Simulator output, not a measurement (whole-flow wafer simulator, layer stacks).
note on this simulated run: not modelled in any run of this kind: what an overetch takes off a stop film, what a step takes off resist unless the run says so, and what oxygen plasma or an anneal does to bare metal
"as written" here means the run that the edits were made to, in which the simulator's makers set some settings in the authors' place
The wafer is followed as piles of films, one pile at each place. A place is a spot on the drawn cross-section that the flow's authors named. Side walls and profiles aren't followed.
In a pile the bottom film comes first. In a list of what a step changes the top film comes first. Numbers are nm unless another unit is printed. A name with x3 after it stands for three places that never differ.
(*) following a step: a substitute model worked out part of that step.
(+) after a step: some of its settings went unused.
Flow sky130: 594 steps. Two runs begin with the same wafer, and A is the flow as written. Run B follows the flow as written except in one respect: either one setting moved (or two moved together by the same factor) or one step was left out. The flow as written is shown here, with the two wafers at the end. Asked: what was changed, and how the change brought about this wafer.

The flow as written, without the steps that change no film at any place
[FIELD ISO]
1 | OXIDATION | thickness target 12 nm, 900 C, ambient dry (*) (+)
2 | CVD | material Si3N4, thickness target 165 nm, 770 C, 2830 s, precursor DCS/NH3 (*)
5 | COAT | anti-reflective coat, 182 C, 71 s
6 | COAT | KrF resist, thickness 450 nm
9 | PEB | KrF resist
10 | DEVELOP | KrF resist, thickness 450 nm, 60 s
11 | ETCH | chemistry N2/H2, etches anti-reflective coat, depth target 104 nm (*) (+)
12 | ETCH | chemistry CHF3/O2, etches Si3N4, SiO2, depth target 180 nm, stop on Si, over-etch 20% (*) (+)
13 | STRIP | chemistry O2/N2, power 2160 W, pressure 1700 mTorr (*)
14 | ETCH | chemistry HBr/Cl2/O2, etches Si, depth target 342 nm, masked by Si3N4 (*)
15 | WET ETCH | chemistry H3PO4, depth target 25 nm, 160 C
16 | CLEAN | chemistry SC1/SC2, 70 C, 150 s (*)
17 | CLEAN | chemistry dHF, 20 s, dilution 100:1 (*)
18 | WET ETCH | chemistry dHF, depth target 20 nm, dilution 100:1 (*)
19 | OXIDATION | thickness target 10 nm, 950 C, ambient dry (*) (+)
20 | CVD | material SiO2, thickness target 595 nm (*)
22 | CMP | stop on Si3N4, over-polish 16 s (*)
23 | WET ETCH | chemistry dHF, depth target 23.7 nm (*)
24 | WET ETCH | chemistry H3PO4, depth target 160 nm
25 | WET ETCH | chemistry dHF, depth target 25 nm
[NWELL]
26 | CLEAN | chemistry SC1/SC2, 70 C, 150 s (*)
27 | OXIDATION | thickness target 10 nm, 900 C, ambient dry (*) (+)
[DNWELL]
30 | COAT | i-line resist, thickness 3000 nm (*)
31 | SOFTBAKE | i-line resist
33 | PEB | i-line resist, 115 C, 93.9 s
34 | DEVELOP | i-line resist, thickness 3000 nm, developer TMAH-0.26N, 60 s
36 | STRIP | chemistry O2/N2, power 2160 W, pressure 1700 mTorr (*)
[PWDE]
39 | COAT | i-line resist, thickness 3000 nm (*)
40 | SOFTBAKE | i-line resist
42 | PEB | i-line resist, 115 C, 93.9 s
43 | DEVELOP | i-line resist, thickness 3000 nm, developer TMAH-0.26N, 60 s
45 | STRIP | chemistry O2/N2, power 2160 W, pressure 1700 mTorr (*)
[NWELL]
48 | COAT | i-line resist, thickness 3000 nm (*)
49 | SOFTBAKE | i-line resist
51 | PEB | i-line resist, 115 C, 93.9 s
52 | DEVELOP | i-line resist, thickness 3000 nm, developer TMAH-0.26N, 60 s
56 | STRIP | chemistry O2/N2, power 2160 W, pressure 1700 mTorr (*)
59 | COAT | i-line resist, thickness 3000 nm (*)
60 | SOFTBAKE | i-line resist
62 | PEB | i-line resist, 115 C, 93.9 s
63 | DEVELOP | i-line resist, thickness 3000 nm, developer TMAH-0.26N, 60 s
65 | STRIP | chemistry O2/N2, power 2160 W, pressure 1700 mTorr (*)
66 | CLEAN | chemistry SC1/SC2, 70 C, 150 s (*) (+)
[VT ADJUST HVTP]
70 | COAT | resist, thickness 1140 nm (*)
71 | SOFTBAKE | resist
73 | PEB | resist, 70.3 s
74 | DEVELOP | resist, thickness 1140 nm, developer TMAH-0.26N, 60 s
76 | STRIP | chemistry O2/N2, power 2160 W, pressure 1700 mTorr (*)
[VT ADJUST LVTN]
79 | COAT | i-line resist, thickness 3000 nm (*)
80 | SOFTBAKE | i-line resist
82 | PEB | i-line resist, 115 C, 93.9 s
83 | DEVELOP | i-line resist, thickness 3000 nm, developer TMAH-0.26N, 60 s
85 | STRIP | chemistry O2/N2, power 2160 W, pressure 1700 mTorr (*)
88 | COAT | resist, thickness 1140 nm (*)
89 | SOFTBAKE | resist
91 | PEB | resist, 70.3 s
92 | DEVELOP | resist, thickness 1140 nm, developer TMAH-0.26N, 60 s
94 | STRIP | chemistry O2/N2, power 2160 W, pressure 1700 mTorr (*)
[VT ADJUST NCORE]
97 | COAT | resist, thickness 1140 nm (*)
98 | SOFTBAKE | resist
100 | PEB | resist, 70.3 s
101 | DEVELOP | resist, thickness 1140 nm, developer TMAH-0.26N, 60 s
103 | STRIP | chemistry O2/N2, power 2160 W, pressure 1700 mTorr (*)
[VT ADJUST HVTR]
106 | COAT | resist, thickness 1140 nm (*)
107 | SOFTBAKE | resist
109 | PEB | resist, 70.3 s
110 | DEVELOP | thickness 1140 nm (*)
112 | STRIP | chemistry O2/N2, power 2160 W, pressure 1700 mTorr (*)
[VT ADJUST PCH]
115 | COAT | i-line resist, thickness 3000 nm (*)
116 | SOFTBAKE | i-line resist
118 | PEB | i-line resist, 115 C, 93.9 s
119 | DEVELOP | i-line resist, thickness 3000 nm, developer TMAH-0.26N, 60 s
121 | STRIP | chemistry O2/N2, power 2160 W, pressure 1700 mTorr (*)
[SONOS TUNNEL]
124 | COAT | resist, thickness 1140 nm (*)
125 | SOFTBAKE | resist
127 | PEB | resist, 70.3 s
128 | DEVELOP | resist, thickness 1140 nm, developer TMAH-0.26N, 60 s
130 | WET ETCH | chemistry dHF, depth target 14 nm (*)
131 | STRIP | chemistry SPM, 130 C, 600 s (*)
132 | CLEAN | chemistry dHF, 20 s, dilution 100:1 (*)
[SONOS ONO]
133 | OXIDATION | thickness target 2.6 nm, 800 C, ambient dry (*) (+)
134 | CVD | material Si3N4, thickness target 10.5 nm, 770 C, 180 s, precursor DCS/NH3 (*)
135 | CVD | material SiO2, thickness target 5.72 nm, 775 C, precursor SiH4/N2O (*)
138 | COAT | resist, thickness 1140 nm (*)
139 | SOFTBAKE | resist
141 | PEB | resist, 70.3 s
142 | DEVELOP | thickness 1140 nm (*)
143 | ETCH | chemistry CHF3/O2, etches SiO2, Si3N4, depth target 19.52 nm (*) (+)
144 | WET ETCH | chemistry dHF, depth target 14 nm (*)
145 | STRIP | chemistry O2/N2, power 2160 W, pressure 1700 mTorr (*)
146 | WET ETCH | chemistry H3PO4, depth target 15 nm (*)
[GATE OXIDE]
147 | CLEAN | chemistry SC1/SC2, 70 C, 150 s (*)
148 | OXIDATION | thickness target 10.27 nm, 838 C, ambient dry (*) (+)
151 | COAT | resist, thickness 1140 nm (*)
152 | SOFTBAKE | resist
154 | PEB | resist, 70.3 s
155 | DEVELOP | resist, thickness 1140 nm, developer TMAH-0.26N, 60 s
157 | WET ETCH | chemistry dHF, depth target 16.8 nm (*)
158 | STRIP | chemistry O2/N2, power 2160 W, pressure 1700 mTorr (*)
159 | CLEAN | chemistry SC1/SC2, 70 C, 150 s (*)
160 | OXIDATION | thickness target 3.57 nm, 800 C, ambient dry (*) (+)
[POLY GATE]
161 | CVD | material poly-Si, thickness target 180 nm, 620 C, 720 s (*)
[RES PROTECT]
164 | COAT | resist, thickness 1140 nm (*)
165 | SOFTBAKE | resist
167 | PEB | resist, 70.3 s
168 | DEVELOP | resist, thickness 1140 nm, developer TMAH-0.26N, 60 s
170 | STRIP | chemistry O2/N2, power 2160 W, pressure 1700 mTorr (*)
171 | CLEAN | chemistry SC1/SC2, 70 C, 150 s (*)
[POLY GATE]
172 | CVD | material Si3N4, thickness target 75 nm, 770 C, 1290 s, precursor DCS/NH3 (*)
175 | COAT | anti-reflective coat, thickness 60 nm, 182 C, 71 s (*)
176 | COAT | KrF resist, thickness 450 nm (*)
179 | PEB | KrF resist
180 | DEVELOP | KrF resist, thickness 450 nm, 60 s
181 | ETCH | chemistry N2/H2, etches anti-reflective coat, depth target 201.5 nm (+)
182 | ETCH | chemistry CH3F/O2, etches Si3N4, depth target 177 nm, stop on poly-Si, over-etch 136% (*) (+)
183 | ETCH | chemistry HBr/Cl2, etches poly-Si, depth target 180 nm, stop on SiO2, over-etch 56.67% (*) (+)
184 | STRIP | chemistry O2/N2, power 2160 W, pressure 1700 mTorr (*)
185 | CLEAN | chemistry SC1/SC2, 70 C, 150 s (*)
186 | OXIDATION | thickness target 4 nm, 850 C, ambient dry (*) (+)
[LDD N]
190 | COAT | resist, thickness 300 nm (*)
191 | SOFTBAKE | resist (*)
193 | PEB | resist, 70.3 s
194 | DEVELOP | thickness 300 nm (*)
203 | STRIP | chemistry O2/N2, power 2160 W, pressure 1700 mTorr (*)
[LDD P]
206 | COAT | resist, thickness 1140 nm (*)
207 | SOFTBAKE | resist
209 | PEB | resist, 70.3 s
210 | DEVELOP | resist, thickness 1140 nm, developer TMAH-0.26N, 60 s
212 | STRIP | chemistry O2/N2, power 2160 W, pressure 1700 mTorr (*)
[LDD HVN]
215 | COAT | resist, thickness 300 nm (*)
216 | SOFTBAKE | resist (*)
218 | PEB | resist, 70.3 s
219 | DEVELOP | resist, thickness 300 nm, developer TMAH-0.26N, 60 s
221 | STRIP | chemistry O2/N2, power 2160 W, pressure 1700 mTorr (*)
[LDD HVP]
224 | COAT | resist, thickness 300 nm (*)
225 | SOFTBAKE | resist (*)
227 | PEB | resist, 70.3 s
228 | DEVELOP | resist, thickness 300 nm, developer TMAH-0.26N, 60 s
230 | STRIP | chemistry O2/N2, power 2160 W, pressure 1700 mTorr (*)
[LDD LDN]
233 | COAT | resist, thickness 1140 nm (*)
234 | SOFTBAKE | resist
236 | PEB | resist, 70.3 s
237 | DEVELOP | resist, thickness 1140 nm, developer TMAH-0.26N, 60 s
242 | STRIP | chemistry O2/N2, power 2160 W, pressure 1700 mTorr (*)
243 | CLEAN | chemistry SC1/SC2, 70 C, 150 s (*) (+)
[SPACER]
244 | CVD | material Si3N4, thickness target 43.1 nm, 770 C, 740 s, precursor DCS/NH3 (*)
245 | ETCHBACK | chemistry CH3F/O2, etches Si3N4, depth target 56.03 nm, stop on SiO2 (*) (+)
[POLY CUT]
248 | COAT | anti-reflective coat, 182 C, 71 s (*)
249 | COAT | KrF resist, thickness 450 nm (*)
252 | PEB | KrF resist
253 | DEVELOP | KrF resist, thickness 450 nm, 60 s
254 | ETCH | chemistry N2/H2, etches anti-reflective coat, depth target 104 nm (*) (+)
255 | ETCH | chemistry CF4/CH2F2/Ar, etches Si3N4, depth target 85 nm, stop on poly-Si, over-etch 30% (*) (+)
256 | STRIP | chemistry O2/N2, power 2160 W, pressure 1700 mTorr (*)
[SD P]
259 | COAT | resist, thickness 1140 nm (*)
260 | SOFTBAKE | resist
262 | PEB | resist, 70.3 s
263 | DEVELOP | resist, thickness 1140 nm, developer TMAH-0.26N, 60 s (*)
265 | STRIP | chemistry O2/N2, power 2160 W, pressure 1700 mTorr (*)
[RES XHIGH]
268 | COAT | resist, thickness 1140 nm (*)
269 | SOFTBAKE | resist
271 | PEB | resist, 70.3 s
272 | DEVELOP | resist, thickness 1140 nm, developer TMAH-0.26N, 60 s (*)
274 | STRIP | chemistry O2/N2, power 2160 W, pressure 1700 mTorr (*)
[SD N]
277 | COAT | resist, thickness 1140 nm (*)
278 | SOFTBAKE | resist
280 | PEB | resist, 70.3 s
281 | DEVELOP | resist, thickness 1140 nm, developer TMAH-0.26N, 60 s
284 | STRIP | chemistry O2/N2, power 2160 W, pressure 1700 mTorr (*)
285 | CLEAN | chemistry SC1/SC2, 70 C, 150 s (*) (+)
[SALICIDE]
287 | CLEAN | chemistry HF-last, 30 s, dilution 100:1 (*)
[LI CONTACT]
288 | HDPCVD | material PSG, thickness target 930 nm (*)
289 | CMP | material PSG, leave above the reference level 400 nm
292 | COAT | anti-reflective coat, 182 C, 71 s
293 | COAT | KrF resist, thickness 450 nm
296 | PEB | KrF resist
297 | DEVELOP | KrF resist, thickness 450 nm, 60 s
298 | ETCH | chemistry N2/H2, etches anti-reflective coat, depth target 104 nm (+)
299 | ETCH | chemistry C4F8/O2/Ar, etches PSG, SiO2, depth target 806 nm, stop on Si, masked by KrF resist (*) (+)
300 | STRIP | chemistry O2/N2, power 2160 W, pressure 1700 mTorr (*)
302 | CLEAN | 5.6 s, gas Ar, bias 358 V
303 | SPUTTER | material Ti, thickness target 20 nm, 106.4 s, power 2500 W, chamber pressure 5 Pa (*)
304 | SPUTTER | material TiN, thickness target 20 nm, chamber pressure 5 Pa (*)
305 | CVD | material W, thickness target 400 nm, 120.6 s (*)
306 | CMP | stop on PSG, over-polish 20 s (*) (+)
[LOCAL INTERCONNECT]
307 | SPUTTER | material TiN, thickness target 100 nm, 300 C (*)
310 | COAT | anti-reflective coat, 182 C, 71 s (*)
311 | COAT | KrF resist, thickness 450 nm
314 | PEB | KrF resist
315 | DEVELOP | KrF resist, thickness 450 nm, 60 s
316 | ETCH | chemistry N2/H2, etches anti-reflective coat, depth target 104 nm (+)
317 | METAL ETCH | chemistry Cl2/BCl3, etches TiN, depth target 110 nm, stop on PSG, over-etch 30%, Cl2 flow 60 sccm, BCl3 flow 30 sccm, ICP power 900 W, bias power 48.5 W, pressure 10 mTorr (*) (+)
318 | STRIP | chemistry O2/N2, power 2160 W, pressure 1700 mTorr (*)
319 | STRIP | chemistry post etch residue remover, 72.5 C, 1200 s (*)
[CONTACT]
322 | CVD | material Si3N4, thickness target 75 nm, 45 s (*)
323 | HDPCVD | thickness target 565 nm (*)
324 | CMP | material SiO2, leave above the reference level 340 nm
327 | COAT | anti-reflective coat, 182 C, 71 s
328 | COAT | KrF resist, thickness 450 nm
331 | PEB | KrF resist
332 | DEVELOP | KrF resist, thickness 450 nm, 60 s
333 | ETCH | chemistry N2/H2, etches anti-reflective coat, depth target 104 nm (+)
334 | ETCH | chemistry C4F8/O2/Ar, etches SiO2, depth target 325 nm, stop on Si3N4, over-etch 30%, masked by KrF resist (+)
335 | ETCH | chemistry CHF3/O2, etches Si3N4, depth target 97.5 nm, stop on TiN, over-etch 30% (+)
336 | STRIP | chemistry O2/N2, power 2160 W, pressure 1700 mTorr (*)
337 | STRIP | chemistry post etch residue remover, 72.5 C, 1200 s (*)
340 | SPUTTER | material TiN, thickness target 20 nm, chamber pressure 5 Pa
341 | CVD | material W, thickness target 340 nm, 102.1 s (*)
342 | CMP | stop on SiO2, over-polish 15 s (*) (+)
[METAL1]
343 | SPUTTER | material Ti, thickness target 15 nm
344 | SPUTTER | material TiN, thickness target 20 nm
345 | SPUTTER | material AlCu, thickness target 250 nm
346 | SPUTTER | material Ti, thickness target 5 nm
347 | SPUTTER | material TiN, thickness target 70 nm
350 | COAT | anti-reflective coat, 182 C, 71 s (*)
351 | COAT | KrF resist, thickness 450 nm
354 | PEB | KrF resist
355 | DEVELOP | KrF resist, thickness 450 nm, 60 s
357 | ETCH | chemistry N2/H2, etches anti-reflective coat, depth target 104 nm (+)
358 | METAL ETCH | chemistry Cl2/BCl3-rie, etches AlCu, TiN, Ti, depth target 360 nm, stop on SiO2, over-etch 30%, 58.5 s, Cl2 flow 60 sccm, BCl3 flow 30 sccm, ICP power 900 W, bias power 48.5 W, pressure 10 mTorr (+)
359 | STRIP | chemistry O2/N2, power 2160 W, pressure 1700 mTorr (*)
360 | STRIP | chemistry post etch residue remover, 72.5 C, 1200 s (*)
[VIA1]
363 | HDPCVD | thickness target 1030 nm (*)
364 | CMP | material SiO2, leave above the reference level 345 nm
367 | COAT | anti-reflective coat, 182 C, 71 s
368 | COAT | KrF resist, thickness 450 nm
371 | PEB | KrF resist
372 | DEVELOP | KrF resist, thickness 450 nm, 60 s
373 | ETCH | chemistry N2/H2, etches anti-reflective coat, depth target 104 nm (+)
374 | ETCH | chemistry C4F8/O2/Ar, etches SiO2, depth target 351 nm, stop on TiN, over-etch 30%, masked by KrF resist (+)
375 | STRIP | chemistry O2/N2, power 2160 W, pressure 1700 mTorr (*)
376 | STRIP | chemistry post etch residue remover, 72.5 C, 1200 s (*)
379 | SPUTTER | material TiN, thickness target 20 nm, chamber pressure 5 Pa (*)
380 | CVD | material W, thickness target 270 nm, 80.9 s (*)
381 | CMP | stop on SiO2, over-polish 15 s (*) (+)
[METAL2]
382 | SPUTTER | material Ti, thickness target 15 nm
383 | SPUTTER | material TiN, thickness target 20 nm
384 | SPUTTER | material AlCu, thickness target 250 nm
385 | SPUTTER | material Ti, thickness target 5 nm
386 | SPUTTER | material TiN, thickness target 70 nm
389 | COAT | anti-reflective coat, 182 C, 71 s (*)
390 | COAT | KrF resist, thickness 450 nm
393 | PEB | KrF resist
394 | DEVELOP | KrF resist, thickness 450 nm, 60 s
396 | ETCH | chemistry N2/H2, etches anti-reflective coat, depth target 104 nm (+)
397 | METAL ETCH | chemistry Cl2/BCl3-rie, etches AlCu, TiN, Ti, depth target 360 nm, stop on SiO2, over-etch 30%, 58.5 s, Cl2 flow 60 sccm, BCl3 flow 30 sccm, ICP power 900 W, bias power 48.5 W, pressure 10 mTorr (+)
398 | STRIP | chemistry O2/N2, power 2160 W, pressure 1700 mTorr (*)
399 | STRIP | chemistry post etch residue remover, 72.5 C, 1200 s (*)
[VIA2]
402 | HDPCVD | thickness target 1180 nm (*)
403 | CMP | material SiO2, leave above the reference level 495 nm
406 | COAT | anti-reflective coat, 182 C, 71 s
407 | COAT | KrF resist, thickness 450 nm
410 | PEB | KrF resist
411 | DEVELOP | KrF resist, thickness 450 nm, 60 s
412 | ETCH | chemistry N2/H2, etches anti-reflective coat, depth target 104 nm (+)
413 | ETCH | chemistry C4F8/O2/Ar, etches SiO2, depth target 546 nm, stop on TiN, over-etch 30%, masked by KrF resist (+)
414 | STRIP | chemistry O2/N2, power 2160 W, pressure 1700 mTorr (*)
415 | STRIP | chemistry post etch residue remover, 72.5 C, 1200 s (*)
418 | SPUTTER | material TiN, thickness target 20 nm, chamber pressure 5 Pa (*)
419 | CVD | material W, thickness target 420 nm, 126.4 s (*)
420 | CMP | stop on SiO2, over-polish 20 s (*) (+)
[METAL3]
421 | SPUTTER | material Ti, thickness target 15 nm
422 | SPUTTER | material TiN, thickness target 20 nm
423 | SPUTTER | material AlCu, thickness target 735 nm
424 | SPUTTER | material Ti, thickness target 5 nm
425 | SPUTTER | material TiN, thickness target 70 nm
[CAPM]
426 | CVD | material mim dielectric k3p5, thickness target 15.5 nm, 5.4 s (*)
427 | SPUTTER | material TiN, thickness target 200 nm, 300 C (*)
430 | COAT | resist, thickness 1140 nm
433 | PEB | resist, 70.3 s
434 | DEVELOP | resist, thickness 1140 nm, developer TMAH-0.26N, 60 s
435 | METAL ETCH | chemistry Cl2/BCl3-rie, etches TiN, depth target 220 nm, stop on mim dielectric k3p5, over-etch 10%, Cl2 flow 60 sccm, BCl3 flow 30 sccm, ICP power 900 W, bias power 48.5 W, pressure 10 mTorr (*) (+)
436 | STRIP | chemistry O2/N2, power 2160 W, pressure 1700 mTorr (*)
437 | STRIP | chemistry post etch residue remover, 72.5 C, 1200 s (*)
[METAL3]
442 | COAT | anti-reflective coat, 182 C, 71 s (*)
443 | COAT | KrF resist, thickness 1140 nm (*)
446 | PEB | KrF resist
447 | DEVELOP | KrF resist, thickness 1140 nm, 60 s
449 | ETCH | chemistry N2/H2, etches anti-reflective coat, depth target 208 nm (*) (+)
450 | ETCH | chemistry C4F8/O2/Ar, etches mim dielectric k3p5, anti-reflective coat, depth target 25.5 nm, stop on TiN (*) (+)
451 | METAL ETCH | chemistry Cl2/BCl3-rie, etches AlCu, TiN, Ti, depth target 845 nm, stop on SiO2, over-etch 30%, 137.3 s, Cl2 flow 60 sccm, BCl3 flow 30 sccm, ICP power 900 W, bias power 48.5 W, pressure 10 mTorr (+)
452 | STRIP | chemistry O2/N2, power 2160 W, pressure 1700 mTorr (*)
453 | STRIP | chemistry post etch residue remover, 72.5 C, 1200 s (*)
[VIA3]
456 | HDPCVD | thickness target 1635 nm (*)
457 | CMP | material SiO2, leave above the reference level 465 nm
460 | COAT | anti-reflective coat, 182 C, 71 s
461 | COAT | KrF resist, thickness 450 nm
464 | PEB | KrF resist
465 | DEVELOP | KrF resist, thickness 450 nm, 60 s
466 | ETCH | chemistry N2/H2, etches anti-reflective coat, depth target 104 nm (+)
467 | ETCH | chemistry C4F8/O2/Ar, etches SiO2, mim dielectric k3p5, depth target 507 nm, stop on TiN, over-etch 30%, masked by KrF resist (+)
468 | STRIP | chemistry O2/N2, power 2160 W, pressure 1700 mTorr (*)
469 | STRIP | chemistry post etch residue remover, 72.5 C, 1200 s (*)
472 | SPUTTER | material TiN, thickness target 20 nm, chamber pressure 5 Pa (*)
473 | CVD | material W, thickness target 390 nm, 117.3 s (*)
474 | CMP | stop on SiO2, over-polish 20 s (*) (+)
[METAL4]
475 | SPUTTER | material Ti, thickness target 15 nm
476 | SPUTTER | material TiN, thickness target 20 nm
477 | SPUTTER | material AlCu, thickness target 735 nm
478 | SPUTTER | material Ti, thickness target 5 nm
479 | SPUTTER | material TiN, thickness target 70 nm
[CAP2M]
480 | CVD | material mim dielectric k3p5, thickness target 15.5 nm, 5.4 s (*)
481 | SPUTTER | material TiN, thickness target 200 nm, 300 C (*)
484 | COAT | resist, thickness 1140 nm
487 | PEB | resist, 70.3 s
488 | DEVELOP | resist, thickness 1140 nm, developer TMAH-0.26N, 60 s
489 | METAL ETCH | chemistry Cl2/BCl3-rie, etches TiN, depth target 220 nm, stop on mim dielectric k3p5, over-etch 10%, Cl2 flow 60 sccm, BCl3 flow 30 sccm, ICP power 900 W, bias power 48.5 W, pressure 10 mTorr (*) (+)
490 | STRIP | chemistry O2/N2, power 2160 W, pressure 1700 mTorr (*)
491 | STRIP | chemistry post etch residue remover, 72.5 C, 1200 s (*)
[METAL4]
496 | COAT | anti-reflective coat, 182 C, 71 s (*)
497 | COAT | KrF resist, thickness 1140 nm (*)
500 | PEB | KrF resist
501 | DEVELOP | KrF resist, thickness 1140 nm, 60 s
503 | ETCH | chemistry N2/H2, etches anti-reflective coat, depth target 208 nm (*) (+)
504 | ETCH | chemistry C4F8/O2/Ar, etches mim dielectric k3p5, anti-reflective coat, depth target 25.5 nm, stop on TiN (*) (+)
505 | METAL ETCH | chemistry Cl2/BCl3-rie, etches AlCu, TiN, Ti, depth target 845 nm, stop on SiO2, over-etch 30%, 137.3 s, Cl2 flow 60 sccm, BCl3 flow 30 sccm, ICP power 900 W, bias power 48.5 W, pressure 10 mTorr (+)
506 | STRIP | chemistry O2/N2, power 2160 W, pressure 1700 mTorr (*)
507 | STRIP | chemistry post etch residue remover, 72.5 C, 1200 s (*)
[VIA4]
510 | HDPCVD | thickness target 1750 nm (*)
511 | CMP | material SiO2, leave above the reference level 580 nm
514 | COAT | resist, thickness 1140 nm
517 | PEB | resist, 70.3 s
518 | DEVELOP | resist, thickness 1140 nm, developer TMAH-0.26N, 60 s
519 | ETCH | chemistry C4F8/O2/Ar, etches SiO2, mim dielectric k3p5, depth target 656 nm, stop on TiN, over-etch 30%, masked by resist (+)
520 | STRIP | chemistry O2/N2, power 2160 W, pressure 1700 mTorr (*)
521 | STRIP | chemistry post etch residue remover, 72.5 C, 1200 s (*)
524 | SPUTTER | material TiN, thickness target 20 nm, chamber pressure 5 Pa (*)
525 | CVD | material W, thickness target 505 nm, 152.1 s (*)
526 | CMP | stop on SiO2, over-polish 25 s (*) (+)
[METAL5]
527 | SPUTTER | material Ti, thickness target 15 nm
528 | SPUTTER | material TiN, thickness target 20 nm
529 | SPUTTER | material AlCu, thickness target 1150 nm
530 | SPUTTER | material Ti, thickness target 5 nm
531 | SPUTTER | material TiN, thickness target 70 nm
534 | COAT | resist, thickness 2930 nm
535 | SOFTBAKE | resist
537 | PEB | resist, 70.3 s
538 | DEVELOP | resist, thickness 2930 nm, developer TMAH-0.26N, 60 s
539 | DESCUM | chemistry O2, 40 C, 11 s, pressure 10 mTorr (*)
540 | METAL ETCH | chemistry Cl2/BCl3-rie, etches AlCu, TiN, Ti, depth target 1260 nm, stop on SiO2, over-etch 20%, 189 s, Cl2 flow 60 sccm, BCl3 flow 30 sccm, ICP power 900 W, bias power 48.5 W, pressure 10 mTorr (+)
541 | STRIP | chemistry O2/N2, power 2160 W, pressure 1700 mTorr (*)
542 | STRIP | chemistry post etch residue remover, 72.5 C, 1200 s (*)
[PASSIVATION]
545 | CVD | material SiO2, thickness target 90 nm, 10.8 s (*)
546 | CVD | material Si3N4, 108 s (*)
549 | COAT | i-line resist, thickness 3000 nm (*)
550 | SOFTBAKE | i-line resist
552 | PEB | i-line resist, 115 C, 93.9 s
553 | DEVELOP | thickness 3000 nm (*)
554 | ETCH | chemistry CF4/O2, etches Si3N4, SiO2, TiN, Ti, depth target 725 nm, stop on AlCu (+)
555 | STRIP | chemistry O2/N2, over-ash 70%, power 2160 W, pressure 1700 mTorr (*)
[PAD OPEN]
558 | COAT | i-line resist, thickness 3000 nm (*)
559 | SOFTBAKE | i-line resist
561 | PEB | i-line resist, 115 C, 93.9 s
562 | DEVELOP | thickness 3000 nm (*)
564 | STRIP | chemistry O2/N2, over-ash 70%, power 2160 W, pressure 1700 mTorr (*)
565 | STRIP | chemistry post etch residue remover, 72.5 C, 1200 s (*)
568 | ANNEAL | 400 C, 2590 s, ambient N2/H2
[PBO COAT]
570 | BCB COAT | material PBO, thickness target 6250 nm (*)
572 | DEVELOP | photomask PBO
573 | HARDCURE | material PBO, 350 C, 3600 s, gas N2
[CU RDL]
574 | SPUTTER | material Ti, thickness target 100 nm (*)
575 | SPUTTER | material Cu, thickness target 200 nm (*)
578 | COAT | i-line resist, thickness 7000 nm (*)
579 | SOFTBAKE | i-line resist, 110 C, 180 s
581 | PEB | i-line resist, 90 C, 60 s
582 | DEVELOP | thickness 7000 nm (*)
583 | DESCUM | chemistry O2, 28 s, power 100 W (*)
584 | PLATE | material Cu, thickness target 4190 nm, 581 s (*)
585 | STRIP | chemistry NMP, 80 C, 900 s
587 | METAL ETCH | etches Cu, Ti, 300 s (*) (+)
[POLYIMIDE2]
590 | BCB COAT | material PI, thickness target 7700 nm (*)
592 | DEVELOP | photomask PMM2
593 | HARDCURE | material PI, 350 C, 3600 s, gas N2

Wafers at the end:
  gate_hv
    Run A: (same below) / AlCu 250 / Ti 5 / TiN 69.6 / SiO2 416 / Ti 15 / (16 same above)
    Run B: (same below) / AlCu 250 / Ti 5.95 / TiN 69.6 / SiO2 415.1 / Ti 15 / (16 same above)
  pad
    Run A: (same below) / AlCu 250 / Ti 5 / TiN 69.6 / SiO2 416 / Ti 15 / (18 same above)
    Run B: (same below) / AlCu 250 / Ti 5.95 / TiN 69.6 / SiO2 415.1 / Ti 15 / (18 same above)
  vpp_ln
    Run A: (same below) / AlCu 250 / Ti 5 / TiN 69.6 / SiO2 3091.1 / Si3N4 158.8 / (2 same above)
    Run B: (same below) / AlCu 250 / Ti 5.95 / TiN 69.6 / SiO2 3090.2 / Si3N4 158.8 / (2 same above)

The reason: step 385, SPUTTER: thickness target 5.95 nm was run, though the flow has thickness target 5 nm.
The wafer itself shows it: gate_hv has Ti 5.95, and step 385 as written asks for 5 nm.

How this came from the change, step by step:
  385 | SPUTTER | material Ti, thickness target 5 nm
      field, active, n_well and 188 more: A +5 Ti (new film) | B +5.95 Ti (new film)
  397 | METAL ETCH | chemistry Cl2/BCl3-rie, etches AlCu, TiN, Ti, depth target 360 nm, stop on SiO2, over-etch 30%, 58.5 s, Cl2 flow 60 sccm, BCl3 flow 30 sccm, ICP power 900 W, bias power 48.5 W, pressure 10 mTorr (+)
      field, active, gate and 82 more: A -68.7 TiN (all of it), -5 Ti (all of it), -250 AlCu (all of it), -20 TiN (all of it), -15 Ti (all of it), -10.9 SiO2 | B -68.7 TiN (all of it), -5.95 Ti (all of it), -250 AlCu (all of it), -20 TiN (all of it), -15 Ti (all of it), -10.8 SiO2
